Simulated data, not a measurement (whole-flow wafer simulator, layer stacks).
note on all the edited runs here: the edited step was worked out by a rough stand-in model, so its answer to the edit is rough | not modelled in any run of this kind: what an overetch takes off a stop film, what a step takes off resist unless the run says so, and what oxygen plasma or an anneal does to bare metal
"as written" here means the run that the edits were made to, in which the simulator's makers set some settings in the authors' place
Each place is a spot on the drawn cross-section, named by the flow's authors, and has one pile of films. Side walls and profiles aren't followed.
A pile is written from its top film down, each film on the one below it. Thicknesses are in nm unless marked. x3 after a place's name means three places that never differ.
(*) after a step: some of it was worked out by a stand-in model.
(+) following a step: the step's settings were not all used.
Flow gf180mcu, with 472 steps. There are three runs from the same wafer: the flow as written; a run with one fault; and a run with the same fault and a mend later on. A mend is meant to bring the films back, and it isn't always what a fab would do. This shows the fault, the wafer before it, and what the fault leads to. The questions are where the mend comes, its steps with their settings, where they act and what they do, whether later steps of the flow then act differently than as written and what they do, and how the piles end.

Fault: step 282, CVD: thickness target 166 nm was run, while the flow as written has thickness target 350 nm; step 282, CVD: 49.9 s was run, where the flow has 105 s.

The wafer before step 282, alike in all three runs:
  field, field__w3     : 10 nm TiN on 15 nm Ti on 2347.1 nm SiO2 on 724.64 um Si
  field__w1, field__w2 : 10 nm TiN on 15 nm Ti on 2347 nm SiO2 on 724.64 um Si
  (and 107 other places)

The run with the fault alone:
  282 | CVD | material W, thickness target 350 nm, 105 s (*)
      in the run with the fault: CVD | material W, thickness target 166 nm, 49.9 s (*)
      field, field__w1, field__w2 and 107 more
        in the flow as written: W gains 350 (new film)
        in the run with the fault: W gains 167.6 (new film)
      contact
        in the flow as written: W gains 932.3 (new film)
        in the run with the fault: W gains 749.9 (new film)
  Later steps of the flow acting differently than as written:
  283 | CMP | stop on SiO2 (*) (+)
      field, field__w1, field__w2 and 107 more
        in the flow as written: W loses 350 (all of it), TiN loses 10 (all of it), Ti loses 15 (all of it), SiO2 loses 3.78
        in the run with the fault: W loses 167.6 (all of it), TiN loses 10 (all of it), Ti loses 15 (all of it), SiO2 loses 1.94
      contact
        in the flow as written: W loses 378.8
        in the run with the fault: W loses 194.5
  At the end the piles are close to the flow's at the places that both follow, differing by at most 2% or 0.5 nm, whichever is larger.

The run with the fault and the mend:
  After step 282 comes the mend.
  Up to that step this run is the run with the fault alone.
  282a | CVD | material W, thickness target 184 nm, 55.23 s (the flow's step 282 again, with other settings)
      field, field__w1, field__w2 and 108 more
        W gains 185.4
  None of the later steps of the flow differs from how it acts as written, at any place that is followed, by more than 2% or 0.5 nm, whichever is larger.
  At the end the piles are close to the flow's at the places that both follow, differing by at most 2% or 0.5 nm, whichever is larger.
